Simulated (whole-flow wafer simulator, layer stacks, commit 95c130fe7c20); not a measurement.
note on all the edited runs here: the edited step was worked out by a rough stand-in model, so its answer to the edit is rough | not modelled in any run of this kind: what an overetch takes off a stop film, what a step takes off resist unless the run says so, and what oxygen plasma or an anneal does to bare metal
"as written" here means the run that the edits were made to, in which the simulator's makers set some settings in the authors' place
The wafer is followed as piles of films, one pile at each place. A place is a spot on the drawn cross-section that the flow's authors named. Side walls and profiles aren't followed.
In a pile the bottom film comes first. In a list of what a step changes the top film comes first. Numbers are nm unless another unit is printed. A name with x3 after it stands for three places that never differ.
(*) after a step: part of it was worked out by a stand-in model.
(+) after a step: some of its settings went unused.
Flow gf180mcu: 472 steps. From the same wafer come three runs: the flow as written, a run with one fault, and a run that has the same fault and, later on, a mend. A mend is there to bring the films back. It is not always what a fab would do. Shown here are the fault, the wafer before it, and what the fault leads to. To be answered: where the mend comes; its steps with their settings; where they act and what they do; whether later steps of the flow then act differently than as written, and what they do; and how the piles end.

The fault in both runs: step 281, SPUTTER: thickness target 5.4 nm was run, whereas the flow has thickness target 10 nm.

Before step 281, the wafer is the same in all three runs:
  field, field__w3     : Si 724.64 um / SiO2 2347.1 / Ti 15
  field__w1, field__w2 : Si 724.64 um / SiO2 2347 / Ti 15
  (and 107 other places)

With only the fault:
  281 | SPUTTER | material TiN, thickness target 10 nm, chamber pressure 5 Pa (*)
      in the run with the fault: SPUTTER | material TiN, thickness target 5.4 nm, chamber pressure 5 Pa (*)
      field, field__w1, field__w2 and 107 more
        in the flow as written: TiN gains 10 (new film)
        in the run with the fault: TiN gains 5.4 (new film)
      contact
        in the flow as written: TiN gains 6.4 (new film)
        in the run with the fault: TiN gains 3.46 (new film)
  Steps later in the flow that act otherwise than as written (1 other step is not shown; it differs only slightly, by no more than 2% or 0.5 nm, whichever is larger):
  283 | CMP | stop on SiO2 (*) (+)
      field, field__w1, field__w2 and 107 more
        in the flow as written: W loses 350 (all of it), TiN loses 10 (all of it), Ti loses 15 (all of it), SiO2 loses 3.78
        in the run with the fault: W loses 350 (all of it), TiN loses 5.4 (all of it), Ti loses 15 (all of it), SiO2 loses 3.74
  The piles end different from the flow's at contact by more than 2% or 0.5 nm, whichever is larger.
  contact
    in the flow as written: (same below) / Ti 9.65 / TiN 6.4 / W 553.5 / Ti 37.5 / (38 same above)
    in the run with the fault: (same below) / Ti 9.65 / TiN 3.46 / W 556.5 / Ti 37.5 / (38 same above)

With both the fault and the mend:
  The mend follows step 281.
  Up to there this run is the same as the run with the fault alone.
  281a | SPUTTER | material TiN, thickness target 4.6 nm, chamber pressure 5 Pa (*) (the flow's step 281 again, with other settings)
      field, field__w1, field__w2 and 107 more
        TiN gains 4.6
      contact
        TiN gains 2.94
  None of the later steps of the flow acts differently than as written at any place that is followed.
  By the end, the piles equal the flow's at every place that both follow.
